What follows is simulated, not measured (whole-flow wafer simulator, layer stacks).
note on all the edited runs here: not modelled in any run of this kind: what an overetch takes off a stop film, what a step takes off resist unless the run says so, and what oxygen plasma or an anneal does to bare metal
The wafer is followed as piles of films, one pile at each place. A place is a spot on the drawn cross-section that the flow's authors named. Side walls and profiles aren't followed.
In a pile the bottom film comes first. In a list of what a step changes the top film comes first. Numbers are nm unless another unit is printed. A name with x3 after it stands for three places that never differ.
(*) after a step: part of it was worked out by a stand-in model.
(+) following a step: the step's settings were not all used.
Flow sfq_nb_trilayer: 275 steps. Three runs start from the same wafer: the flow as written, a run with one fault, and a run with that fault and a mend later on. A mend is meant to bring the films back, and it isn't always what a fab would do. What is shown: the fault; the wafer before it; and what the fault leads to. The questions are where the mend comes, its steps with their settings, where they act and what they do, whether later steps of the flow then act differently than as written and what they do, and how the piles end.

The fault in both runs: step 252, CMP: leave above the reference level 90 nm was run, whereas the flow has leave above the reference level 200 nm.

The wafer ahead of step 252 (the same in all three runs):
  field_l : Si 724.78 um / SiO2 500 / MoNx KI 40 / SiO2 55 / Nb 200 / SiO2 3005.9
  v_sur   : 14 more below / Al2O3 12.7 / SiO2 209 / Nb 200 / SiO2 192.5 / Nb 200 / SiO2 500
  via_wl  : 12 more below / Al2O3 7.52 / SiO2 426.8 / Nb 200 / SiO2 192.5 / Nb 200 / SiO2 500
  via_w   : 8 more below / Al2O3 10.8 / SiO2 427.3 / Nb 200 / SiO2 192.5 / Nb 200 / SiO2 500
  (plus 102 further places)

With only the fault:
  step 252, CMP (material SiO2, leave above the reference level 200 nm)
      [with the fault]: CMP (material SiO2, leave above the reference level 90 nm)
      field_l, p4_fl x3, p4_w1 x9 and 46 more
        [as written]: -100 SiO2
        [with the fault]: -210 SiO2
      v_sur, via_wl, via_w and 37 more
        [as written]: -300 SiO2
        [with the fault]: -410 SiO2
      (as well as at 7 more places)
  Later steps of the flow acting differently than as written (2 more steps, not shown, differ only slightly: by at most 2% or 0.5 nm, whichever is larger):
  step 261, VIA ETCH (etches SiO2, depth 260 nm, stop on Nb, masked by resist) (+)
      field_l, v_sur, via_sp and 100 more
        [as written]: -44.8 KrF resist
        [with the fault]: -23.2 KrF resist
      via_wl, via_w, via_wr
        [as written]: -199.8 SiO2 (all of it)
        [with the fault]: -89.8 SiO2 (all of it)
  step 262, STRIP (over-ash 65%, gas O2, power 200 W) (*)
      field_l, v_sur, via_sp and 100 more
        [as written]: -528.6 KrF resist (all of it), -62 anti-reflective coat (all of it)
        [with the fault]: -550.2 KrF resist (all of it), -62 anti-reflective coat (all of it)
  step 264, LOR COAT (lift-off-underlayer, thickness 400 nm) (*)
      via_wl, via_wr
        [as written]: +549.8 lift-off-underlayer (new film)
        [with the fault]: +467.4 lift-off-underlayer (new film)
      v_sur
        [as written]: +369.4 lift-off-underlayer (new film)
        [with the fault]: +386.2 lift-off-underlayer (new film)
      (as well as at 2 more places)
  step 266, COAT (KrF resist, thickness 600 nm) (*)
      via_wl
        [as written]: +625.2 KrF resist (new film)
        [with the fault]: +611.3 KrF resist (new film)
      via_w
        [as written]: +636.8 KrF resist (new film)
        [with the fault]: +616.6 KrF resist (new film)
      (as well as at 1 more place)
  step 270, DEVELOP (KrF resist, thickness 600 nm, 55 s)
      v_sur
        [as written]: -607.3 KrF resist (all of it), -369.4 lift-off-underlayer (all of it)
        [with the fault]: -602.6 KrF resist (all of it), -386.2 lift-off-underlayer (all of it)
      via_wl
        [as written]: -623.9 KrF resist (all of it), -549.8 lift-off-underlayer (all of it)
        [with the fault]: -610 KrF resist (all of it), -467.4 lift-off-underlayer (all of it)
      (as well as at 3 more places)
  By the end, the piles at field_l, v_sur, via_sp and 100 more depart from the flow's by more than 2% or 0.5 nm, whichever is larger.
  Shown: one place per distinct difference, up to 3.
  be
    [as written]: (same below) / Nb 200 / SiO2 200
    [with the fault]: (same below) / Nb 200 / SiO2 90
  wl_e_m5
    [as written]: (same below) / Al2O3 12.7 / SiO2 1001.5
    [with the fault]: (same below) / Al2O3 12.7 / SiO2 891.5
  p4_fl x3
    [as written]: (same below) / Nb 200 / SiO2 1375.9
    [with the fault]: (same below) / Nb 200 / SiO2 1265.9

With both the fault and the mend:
  The mend follows step 253.
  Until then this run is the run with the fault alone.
  step 253a, PECVD (material SiO2, thickness 110 nm, 150 C, 24.44 s, RF power 183.3 W, pressure 2.4 Torr, precursor SiH4/N2O) (a further turn of the flow's step 251, with different settings)
      field_l, v_sur, via_wl and 103 more
        +110 SiO2
  None of the later steps of the flow acts differently than as written at any place that is followed.
  The piles end the same as the flow's at every place that both follow.
